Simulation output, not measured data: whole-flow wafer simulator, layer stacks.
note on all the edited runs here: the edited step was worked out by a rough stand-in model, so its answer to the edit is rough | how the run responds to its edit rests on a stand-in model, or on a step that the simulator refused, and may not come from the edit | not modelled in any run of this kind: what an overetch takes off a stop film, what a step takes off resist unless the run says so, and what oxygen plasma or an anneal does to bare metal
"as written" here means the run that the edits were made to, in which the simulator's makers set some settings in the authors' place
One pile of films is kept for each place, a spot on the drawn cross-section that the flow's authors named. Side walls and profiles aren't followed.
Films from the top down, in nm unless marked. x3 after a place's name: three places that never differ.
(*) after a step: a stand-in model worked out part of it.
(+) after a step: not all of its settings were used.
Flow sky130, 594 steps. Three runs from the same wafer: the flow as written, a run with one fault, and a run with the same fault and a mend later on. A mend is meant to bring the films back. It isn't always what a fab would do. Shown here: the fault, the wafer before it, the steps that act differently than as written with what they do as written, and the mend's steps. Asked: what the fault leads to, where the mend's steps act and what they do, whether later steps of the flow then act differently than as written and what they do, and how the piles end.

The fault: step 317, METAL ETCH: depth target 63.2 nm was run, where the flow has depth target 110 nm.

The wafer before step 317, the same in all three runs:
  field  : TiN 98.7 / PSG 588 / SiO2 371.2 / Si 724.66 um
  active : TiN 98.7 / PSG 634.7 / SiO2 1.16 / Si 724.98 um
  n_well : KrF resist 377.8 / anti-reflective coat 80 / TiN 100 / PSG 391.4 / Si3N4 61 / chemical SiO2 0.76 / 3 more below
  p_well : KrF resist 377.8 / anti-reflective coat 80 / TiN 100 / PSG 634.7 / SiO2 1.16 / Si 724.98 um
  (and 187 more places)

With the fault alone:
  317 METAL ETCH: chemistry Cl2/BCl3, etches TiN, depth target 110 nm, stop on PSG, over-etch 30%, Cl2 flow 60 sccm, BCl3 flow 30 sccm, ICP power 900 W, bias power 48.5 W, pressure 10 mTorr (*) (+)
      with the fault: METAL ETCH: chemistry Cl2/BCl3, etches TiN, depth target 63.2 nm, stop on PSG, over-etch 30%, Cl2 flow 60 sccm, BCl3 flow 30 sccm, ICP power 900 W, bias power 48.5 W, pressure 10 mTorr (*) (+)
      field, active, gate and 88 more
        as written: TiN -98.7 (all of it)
        with the fault: TiN -63.2
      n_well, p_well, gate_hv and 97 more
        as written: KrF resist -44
        with the fault: KrF resist -25.3
  Later steps of the flow that act differently than as written (20 more steps differ only slightly, by at most 2% or 0.5 nm, whichever is larger, and aren't shown):
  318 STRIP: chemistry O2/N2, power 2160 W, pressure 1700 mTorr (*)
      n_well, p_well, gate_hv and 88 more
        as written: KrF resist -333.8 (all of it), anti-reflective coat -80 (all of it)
        with the fault: KrF resist -352.5 (all of it), anti-reflective coat -80 (all of it)
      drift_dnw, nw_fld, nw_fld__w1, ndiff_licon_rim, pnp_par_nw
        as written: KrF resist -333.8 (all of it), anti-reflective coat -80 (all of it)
        with the fault: KrF resist -352.6 (all of it), anti-reflective coat -80 (all of it)
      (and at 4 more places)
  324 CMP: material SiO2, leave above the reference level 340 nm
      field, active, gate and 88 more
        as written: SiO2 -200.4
        with the fault: SiO2 -235.5
  At the end the piles differ from the flow's by more than 2% or 0.5 nm, whichever is larger, at field, active, gate and 90 more.
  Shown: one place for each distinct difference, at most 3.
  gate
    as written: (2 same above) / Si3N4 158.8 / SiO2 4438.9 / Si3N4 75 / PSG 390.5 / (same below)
    with the fault: (2 same above) / Si3N4 158.8 / SiO2 4403.9 / Si3N4 75 / TiN 35 / PSG 390.5 / (same below)
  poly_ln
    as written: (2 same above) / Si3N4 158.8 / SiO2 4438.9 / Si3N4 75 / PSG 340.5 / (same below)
    with the fault: (2 same above) / Si3N4 158.8 / SiO2 4403.9 / Si3N4 75 / TiN 35 / PSG 340.5 / (same below)
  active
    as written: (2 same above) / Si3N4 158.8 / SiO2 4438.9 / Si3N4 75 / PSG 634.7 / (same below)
    with the fault: (2 same above) / Si3N4 158.8 / SiO2 4403.9 / Si3N4 75 / TiN 35 / PSG 634.7 / (same below)

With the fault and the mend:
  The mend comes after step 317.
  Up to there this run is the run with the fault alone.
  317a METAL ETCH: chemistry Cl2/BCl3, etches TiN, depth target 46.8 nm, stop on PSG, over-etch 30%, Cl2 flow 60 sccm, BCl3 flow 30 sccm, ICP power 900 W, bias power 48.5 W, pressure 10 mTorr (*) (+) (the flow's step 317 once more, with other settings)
      n_well, p_well, gate_hv and 97 more
        KrF resist -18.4
      field, active, gate and 88 more
        TiN -35.5 (all of it)
  No later step of the flow acts differently than as written, at any place that is followed, by more than 2% or 0.5 nm, whichever is larger.
  At the end the piles are the same as the flow's at every place that both follow.
